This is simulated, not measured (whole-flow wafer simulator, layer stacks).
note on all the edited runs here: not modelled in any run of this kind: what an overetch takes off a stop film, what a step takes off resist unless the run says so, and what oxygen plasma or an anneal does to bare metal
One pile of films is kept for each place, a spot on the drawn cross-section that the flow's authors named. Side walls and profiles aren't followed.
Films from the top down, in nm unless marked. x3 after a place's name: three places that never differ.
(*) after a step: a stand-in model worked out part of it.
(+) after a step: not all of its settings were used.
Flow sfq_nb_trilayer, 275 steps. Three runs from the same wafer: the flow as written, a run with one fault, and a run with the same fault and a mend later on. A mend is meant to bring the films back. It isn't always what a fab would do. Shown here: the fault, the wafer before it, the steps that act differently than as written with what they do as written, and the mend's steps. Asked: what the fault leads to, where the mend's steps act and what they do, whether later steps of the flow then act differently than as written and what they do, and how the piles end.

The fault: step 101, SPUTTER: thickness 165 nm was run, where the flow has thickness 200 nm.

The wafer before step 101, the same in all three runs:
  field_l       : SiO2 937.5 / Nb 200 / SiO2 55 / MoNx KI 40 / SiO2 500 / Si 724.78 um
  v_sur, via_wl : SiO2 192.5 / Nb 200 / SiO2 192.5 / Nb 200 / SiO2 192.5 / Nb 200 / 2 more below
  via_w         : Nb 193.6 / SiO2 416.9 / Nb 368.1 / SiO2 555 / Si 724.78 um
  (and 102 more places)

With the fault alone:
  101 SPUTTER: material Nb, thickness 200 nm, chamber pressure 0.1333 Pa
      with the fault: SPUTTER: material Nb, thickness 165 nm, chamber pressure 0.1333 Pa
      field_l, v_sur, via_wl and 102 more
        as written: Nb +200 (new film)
        with the fault: Nb +165 (new film)
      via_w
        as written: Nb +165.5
        with the fault: Nb +136.3
  Later steps of the flow that act differently than as written (5 more steps differ only slightly, by at most 2% or 0.5 nm, whichever is larger, and aren't shown):
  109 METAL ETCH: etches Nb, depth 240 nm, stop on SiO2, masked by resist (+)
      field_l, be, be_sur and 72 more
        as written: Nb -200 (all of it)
        with the fault: Nb -165 (all of it)
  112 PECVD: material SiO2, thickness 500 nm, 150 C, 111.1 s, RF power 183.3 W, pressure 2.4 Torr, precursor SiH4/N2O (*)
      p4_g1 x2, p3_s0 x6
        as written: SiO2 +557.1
        with the fault: SiO2 +522.1
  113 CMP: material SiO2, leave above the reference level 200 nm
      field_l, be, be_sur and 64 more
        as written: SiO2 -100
        with the fault: SiO2 -135
  At the end the piles differ from the flow's by more than 2% or 0.5 nm, whichever is larger, at v_sur, via_wl, via_w and 39 more.
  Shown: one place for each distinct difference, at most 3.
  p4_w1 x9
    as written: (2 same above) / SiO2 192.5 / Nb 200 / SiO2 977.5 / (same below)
    with the fault: (2 same above) / SiO2 192.5 / Nb 165 / SiO2 977.5 / (same below)
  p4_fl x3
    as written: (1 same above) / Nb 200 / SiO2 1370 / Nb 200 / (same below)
    with the fault: (1 same above) / Nb 200 / SiO2 1335 / Nb 200 / (same below)
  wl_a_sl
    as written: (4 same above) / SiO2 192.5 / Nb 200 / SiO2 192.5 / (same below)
    with the fault: (4 same above) / SiO2 192.5 / Nb 165 / SiO2 192.5 / (same below)

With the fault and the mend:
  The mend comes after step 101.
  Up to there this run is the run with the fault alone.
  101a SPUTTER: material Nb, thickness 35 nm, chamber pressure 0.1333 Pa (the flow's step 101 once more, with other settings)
      field_l, v_sur, via_wl and 102 more
        Nb +35
      via_w
        Nb +26.8
  No later step of the flow acts differently than as written, at any place that is followed, by more than 2% or 0.5 nm, whichever is larger.
  At the end the piles differ from the flow's only slightly at the places that both follow, by at most 2% or 0.5 nm, whichever is larger.
